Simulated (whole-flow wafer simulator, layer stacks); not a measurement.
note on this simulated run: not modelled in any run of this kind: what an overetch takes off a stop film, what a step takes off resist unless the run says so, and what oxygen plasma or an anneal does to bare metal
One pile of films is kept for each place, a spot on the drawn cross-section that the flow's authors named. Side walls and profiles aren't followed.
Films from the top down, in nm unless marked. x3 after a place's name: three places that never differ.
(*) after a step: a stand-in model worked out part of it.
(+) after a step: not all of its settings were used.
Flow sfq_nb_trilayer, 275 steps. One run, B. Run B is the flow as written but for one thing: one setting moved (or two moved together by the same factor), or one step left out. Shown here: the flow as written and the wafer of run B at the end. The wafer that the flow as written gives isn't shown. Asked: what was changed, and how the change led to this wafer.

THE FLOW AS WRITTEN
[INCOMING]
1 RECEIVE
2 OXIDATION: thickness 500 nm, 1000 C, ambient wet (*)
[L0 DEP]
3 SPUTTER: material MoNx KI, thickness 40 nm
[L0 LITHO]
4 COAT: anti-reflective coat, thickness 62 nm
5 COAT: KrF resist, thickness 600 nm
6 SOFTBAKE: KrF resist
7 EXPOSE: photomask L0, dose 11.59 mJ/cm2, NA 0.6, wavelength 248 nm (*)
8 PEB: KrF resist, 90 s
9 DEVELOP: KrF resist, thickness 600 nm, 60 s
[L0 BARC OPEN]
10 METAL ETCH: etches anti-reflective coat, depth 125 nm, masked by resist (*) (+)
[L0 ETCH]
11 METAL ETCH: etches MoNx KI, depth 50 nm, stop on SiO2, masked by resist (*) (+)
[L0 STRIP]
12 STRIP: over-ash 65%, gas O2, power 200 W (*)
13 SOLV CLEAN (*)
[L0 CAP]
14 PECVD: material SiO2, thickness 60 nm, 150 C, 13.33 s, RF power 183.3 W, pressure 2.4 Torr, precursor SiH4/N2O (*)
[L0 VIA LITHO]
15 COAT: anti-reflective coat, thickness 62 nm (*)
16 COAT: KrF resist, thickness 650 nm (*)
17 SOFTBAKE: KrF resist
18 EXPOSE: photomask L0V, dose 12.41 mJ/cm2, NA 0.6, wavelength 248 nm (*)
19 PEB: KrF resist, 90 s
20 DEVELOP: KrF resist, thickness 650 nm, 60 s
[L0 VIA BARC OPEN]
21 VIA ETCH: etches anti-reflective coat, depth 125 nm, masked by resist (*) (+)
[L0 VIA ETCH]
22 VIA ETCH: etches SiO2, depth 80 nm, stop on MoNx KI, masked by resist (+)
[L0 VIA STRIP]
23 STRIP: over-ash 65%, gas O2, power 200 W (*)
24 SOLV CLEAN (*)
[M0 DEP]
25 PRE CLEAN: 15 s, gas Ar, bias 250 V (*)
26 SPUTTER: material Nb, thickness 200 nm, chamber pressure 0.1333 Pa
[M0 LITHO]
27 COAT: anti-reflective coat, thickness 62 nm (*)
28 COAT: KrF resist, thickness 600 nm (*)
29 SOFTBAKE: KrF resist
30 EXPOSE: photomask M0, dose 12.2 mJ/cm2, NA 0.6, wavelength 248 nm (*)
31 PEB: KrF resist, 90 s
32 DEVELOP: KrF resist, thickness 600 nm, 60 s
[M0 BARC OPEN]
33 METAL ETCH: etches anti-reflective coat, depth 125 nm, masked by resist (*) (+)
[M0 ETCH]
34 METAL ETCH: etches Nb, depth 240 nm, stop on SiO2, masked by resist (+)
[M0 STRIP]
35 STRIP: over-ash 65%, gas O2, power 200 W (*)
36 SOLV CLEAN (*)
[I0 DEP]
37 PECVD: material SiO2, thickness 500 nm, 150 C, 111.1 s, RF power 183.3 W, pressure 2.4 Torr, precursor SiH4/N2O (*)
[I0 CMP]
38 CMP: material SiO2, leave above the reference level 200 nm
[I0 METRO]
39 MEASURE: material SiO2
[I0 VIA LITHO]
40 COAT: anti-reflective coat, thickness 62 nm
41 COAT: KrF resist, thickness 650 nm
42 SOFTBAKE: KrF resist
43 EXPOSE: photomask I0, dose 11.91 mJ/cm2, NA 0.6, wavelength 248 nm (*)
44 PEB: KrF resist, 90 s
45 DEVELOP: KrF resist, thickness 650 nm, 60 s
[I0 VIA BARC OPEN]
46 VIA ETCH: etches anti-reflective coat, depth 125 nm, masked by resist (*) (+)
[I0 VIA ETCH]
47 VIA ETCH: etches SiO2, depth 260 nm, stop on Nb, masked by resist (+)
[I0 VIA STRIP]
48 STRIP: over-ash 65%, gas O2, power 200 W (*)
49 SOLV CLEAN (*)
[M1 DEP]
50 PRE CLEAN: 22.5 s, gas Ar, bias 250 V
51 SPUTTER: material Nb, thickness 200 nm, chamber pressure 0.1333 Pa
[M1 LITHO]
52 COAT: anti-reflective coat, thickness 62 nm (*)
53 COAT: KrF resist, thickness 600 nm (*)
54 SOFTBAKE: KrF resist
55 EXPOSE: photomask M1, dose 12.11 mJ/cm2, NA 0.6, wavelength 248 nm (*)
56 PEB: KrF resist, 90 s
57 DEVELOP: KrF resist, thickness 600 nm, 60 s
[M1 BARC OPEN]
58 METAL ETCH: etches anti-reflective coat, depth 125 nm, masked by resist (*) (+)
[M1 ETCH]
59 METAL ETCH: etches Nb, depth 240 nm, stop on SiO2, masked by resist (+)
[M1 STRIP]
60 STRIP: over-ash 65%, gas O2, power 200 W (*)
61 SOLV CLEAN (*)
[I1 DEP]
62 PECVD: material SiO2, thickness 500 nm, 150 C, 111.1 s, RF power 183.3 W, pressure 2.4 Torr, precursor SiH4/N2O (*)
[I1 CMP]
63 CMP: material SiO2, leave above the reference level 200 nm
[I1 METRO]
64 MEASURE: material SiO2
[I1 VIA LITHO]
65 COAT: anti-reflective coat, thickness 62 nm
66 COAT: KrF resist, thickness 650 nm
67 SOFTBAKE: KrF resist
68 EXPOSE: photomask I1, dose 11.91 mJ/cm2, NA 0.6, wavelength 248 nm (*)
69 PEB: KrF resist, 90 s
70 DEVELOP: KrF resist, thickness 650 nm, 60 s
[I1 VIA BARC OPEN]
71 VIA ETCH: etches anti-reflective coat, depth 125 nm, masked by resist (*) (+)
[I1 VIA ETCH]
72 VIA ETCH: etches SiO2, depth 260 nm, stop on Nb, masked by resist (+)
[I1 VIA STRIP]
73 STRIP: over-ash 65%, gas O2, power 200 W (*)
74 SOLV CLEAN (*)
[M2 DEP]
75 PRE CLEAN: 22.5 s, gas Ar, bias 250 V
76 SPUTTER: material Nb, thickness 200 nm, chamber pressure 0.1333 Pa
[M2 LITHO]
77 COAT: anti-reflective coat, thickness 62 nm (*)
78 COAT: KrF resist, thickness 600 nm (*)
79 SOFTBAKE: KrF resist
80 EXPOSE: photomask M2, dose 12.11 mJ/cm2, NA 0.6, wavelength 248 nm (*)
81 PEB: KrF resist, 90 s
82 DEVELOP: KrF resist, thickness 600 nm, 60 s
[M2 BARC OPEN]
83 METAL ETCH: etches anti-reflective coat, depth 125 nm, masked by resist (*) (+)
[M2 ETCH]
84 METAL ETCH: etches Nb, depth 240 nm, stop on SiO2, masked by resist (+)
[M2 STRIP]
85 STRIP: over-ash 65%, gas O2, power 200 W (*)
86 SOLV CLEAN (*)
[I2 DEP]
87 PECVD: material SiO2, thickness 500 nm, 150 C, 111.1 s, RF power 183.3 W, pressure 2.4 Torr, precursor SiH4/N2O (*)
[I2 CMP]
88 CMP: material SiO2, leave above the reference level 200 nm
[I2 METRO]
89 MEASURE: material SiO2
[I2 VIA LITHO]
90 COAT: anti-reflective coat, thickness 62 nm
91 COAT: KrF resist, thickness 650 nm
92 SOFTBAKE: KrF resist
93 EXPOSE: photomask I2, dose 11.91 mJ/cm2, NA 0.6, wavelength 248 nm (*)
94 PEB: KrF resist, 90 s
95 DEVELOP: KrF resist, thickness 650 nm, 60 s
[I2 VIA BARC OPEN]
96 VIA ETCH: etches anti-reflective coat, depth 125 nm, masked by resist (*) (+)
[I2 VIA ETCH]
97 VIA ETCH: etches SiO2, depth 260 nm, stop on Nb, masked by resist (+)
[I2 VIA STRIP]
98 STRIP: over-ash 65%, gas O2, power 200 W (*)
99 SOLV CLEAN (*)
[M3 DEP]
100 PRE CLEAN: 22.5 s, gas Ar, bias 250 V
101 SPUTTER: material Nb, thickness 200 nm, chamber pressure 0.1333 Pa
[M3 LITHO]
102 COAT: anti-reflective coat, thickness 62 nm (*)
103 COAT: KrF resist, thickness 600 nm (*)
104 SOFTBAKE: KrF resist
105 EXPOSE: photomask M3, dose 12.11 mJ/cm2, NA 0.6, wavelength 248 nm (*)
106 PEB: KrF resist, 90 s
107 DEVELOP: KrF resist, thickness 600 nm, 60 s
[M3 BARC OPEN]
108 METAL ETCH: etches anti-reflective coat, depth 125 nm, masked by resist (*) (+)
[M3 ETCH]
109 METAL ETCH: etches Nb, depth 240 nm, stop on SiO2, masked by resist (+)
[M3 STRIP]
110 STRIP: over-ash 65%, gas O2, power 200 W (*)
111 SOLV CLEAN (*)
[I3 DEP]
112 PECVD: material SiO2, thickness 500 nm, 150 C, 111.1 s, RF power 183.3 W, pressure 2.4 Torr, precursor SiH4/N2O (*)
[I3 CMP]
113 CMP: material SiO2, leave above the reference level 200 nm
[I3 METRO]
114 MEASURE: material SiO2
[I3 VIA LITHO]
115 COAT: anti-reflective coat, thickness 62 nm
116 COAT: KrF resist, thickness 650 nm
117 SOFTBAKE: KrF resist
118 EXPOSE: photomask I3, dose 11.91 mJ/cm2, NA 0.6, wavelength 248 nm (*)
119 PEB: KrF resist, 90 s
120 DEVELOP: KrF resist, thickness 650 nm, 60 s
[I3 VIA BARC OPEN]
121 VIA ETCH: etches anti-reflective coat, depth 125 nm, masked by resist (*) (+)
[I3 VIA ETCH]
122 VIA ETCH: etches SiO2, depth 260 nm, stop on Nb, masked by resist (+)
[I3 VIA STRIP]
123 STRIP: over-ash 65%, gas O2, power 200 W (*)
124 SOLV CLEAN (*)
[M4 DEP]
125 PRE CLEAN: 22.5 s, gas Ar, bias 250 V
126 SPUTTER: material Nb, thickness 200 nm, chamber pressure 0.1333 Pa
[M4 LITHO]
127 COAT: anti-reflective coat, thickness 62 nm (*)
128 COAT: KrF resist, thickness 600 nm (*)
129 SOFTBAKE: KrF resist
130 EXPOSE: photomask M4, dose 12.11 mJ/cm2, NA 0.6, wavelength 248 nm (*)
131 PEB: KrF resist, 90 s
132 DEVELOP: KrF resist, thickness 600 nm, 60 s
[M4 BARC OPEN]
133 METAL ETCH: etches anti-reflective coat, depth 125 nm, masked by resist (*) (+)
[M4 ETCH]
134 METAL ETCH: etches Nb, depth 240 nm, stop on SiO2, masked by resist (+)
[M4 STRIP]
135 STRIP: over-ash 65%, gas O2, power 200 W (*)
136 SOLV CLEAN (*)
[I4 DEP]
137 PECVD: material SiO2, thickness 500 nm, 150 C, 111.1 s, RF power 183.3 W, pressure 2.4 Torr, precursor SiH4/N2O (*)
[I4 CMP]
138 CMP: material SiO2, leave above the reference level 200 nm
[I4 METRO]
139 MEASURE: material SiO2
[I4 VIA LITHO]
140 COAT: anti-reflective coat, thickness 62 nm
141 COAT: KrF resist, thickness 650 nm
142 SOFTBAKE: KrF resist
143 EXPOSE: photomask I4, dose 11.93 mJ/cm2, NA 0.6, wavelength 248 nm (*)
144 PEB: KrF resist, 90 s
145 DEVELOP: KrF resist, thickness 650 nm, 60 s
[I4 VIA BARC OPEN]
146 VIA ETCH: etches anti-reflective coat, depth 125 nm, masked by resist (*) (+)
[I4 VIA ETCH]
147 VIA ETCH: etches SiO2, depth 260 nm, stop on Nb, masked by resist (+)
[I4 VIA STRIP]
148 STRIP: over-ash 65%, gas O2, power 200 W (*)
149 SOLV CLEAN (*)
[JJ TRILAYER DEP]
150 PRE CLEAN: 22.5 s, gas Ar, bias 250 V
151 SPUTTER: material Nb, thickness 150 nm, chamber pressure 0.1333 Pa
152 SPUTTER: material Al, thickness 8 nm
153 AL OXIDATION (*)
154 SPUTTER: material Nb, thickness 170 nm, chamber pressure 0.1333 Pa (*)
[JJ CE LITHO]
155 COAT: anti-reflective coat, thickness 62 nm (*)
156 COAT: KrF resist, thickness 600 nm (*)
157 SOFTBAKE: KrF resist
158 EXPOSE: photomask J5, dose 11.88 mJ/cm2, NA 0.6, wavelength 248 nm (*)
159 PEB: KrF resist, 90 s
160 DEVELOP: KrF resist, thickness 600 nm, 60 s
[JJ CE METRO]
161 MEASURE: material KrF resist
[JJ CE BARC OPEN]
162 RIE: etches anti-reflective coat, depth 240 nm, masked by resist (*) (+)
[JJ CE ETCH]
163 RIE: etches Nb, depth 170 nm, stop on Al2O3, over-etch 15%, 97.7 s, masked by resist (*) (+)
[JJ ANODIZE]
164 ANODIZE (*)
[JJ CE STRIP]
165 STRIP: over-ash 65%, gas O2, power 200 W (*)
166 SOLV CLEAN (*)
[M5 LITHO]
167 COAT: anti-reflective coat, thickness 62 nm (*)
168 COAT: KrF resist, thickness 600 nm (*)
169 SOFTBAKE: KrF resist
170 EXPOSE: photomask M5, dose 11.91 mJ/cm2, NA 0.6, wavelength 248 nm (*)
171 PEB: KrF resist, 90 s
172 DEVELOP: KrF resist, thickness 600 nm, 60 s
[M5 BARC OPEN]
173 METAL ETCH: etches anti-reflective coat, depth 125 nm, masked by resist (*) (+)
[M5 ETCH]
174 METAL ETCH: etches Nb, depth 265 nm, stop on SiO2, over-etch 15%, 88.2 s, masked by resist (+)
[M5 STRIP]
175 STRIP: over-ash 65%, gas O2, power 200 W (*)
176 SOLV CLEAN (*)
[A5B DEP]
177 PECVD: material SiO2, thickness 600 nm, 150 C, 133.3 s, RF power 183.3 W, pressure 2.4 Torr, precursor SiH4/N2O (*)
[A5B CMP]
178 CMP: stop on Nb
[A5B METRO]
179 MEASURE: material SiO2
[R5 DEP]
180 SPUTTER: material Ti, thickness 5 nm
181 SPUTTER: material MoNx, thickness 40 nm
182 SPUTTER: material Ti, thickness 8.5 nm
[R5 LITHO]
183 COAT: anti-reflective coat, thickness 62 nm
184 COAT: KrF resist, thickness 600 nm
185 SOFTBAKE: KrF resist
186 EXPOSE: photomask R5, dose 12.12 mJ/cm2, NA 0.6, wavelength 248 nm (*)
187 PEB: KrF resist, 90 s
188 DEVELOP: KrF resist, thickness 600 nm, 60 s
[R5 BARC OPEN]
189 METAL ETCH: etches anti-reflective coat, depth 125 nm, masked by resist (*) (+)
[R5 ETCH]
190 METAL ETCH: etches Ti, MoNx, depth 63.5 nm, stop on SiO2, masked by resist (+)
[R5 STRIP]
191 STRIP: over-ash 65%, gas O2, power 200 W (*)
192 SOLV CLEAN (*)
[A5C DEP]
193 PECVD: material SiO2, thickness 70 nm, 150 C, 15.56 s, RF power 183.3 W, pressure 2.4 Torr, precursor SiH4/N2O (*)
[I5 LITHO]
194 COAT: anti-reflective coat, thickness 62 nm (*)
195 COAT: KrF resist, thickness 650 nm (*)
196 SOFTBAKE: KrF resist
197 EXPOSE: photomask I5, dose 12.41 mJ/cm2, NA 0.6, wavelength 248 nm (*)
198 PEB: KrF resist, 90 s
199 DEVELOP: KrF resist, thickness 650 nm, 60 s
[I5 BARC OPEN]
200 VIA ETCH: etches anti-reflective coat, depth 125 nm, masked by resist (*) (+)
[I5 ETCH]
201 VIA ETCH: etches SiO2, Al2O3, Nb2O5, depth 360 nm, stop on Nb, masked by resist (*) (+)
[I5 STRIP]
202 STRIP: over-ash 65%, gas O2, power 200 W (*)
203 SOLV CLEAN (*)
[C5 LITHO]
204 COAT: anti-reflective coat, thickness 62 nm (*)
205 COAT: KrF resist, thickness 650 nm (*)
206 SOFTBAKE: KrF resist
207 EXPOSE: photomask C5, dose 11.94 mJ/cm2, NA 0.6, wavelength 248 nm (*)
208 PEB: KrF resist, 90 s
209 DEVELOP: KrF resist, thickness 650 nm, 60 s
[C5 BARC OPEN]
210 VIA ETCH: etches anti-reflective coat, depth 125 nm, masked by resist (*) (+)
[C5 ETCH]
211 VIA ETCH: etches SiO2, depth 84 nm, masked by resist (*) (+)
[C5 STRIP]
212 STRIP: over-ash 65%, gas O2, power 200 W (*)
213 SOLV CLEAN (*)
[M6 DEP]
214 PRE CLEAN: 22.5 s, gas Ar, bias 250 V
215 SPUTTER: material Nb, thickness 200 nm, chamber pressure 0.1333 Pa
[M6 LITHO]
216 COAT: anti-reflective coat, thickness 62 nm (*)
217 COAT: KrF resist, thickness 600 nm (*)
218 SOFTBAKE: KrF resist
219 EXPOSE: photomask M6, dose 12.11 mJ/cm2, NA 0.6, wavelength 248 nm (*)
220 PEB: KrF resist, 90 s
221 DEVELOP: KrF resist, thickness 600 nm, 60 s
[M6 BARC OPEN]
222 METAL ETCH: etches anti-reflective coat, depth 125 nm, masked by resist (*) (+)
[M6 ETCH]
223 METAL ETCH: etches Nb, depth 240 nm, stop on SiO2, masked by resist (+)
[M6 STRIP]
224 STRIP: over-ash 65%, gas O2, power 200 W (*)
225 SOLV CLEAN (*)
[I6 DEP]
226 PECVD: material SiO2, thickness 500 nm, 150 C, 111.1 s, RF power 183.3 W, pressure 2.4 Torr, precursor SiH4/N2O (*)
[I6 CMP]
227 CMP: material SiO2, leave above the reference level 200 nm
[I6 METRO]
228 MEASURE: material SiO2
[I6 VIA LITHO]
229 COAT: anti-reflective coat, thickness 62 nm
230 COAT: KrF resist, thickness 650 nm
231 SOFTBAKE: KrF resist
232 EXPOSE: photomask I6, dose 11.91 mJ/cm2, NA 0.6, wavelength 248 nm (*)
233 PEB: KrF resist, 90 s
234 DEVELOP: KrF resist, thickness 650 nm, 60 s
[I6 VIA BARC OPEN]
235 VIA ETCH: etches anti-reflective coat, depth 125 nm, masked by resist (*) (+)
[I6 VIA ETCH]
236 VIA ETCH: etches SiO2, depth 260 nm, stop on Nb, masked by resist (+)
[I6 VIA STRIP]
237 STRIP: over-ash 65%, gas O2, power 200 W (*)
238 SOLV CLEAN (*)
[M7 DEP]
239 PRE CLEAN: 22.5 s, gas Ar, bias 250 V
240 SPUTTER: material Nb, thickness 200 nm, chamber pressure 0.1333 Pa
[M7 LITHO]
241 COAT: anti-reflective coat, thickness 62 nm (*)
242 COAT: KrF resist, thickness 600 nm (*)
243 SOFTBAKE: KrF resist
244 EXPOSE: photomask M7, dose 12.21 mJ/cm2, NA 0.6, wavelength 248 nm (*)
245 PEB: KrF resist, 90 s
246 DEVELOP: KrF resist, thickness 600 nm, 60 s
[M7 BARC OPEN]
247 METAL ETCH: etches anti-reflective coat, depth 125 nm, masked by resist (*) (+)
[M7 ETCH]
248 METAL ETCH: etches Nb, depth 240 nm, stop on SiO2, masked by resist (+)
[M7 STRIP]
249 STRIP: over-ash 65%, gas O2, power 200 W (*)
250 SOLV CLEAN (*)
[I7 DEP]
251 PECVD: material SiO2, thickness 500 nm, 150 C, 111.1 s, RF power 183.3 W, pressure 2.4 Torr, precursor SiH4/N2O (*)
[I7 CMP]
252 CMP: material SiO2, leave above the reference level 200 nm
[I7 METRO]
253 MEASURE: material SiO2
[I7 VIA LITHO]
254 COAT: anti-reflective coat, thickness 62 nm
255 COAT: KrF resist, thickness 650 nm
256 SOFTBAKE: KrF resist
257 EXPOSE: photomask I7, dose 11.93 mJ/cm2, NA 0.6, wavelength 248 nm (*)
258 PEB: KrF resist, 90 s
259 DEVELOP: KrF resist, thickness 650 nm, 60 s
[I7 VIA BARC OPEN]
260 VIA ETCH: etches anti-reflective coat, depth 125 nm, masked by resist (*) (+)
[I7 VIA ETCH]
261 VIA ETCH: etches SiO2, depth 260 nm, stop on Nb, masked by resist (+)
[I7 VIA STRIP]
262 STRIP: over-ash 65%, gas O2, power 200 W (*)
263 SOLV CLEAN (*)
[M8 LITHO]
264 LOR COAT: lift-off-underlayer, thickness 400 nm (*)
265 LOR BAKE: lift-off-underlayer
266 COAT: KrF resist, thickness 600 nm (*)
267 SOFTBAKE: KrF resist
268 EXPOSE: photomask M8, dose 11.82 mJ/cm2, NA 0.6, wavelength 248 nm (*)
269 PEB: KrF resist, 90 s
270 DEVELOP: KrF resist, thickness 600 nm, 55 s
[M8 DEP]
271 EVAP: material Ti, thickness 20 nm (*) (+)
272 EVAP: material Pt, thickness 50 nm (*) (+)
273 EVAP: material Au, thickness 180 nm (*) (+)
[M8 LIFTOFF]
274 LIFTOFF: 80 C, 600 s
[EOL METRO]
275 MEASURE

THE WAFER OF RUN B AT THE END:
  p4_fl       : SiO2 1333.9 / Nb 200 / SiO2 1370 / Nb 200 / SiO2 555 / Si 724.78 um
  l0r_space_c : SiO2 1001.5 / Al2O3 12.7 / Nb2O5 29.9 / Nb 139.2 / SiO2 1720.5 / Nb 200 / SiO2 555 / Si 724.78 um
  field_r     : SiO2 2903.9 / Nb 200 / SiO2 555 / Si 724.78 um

The cause: step 138, CMP: leave above the reference level 158 nm was run, where the flow has leave above the reference level 200 nm.

How the change led to this, step by step:
  138 CMP: material SiO2, leave above the reference level 200 nm
      field_l, be, be_sur and 55 more: SiO2 -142 (as written it would be: SiO2 -100)
      v_sur, via_wl, via_w and 35 more: SiO2 -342 (as written it would be: SiO2 -300)
      (and at 10 more places)
  147 VIA ETCH: etches SiO2, depth 260 nm, stop on Nb, masked by resist (+)
      field_l, v_sur, via_sp and 100 more: KrF resist -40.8 (as written it would be: KrF resist -44.8)
      via_wl, via_w, via_wr: SiO2 -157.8 (all of it) (as written it would be: SiO2 -199.8 (all of it))
  151 SPUTTER: material Nb, thickness 150 nm, chamber pressure 0.1333 Pa
      via_wl, via_w, via_wr: Nb +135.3 (as written it would be: Nb +130.4)
  154 SPUTTER: material Nb, thickness 170 nm, chamber pressure 0.1333 Pa (*)
      via_wl, via_wr: Nb +148 (new film) (as written it would be: Nb +140.7 (new film))
      via_w: Nb +148.3 (new film) (as written it would be: Nb +141 (new film))
  155 COAT: anti-reflective coat, thickness 62 nm (*)
      via_wl, via_wr: anti-reflective coat +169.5 (new film) (as written it would be: anti-reflective coat +209.4 (new film))
      v_sur: anti-reflective coat +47 (new film) (as written it would be: anti-reflective coat +45.1 (new film))
      (and at 2 more places)
  156 COAT: KrF resist, thickness 600 nm (*)
      via_w: KrF resist +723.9 (new film) (as written it would be: KrF resist +763.8 (new film))
  160 DEVELOP: KrF resist, thickness 600 nm, 60 s
      via_w: KrF resist -722.3 (all of it) (as written it would be: KrF resist -762.1 (all of it))
  162 RIE: etches anti-reflective coat, depth 240 nm, masked by resist (*) (+)
      ce_l, c5j, ce_r, wl_jj: KrF resist -169.5 (as written it would be: KrF resist -209.4)
      via_wl, via_wr: anti-reflective coat -169.5 (all of it) (as written it would be: anti-reflective coat -209.4 (all of it))
      (and at 3 more places)
  163 RIE: etches Nb, depth 170 nm, stop on Al2O3, over-etch 15%, 97.7 s, masked by resist (*) (+)
      via_wl, via_wr: Nb -148 (all of it), Al2O3 -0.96 (all of it) (as written it would be: Nb -140.7 (all of it), Al2O3 -0.96 (all of it))
      via_w: Nb -148.3 (all of it), Al2O3 -0.96 (all of it) (as written it would be: Nb -141 (all of it), Al2O3 -0.96 (all of it))
  164 ANODIZE (*)
      via_w: Al2O3 +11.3 (new film), Nb2O5 +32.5 (new film), Al -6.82 (all of it), Nb -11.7 (as written it would be: Al2O3 +10.8 (new film), Nb2O5 +33.3 (new film), Al -6.54 (all of it), Nb -12)
  165 STRIP: over-ash 65%, gas O2, power 200 W (*)
      ce_l: KrF resist -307 (all of it), anti-reflective coat -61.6 (all of it) (as written it would be: KrF resist -266.8 (all of it), anti-reflective coat -61.4 (all of it))
      c5j: KrF resist -307 (all of it), anti-reflective coat -61.6 (all of it) (as written it would be: KrF resist -266.9 (all of it), anti-reflective coat -61.5 (all of it))
      (and at 2 more places)
  167 COAT: anti-reflective coat, thickness 62 nm (*)
      v_sur: anti-reflective coat +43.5 (new film) (as written it would be: anti-reflective coat +44.9 (new film))
      via_wl: anti-reflective coat +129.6 (new film) (as written it would be: anti-reflective coat +170.5 (new film))
      (and at 2 more places)
  168 COAT: KrF resist, thickness 600 nm (*)
      via_w: KrF resist +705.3 (new film) (as written it would be: KrF resist +732.6 (new film))
  175 STRIP: over-ash 65%, gas O2, power 200 W (*)
      v_sur: KrF resist -356.3 (all of it), anti-reflective coat -43.5 (all of it) (as written it would be: KrF resist -349.2 (all of it), anti-reflective coat -44.9 (all of it))
      via_wl: KrF resist -429.4 (all of it), anti-reflective coat -129.6 (all of it) (as written it would be: KrF resist -427 (all of it), anti-reflective coat -170.5 (all of it))
      (and at 2 more places)
  178 CMP: stop on Nb
      via_wl, via_wr: SiO2 -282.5 (as written it would be: SiO2 -235.7)
      via_w: SiO2 -282 (as written it would be: SiO2 -235.2)
